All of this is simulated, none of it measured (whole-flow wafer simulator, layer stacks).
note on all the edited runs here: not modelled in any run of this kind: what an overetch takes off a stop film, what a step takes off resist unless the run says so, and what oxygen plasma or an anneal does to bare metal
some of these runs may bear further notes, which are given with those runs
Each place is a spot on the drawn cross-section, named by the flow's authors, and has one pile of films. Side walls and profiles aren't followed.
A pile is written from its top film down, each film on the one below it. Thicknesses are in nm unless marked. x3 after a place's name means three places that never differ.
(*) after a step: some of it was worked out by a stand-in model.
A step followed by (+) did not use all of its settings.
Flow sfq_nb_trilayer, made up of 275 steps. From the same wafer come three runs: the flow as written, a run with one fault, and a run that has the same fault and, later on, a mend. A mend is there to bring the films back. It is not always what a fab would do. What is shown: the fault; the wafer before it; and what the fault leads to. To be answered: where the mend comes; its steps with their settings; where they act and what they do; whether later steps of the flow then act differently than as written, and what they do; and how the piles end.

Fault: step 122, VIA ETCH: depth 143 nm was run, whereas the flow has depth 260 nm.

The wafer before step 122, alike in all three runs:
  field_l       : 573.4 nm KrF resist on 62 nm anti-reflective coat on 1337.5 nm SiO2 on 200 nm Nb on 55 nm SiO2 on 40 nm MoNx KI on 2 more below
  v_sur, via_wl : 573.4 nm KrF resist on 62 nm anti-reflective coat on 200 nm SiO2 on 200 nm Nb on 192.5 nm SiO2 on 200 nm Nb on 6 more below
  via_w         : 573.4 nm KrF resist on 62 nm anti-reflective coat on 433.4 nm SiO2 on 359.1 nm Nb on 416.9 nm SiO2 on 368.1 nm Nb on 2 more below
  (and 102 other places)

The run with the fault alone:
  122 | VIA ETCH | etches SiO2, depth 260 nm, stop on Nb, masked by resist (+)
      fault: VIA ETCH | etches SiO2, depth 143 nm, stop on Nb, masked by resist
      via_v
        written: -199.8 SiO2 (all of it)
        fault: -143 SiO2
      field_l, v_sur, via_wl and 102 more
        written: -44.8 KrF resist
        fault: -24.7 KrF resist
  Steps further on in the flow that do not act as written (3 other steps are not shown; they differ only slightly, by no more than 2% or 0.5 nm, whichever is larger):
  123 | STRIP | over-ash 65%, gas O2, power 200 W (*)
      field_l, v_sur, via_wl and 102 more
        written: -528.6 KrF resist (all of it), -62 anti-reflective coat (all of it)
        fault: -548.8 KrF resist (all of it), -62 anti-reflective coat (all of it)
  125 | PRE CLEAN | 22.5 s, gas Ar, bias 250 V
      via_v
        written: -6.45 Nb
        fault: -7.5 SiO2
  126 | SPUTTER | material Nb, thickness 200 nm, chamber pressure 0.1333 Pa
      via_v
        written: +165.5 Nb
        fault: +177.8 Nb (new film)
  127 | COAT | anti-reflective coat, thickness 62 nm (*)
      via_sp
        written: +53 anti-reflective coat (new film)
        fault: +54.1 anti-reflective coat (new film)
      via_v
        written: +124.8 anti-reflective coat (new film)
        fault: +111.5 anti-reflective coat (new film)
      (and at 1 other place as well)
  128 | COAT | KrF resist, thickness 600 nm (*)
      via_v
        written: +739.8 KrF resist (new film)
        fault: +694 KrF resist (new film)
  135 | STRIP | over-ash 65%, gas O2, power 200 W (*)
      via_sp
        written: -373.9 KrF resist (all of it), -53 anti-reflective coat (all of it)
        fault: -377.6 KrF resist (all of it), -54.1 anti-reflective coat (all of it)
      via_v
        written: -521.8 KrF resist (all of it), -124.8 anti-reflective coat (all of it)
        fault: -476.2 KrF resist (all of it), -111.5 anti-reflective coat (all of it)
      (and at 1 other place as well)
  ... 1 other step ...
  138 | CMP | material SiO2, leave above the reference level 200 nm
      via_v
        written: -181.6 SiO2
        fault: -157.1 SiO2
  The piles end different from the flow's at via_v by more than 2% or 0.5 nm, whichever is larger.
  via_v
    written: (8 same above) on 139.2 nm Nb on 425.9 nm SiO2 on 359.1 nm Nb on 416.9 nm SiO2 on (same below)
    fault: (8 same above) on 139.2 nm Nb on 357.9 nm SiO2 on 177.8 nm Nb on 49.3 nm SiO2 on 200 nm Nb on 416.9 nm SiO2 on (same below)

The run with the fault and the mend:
  The mend follows step 122.
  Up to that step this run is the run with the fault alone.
  122a | VIA ETCH | etches SiO2, depth 117 nm, stop on Nb, masked by resist (+) (the flow's step 122, run once more with other settings)
      field_l, v_sur, via_wl and 102 more
        -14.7 KrF resist
      via_v
        -56.8 SiO2 (all of it)
  Every later step of the flow that is run acts as written, at every place that is followed, to within 2% or 0.5 nm, whichever is larger.
  By the end, the piles equal the flow's at every place that both follow.
